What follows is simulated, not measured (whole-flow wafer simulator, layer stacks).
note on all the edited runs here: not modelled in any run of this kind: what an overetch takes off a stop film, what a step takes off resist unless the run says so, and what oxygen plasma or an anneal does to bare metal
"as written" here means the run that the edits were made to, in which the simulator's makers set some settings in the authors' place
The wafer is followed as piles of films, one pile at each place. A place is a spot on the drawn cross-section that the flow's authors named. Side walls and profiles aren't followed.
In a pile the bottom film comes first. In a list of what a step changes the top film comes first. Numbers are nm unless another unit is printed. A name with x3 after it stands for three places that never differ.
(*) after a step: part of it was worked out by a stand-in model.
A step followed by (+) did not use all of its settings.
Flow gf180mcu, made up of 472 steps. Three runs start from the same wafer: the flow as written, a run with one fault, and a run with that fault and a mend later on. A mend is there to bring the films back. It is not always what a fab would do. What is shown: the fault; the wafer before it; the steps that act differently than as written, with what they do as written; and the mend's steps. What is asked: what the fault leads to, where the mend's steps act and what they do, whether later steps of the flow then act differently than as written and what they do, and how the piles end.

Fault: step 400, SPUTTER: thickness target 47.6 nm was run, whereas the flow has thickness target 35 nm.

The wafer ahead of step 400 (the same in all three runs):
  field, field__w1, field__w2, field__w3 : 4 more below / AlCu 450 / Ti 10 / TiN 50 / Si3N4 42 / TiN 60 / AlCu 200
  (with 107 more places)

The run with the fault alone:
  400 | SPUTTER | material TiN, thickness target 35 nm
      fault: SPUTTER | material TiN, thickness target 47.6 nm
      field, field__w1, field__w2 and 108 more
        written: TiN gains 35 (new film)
        fault: TiN gains 47.6 (new film)
  Steps further on in the flow that do not act as written (not shown: 7 more steps that differ only slightly, by at most 2% or 0.5 nm, whichever is larger):
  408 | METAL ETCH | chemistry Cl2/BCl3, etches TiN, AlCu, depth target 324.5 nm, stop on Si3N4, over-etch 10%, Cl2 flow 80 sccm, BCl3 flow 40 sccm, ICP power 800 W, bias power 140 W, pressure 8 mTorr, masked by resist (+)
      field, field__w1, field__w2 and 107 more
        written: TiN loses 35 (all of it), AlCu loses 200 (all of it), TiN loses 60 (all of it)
        fault: TiN loses 47.6 (all of it), AlCu loses 200 (all of it), TiN loses 60 (all of it)
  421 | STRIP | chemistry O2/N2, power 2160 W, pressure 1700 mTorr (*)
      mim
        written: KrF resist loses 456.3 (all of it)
        fault: KrF resist loses 446.9 (all of it)
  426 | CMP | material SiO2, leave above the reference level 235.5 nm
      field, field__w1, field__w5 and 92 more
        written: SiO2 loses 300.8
        fault: SiO2 loses 288.2
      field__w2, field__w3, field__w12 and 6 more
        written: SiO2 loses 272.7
        fault: SiO2 loses 260.1
  The piles end different from the flow's at mim by more than 2% or 0.5 nm, whichever is larger.
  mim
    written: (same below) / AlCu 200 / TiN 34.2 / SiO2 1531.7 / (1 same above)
    fault: (same below) / AlCu 200 / TiN 46.8 / SiO2 1531.7 / (1 same above)

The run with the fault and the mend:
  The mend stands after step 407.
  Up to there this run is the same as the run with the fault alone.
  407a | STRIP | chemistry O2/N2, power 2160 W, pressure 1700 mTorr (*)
      mim
        resist loses 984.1 (all of it)
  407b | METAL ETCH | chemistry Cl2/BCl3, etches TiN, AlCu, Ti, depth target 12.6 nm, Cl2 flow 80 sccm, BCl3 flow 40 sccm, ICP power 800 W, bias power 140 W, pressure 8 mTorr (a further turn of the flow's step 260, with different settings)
      field, field__w1, field__w2 and 108 more
        TiN loses 12.6
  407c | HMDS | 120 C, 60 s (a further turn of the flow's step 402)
      leaves every film unchanged at each place that is followed
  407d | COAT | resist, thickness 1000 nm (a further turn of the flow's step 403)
      field, field__w1, field__w2 and 108 more
        resist gains 1000 (new film)
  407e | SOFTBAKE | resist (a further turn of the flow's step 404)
      leaves every film unchanged at each place that is followed
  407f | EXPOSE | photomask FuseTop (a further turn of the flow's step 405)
      leaves every film unchanged at each place that is followed
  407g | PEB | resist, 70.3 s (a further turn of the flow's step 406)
      field, field__w1, field__w2 and 108 more
        resist loses 15.9
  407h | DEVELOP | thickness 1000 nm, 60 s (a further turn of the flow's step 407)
      field, field__w1, field__w2 and 107 more
        resist loses 984.1 (all of it)
  Every later step of the flow that is run acts as written at every place that is followed.
  At every place that both follow, the piles at the end match the flow's.
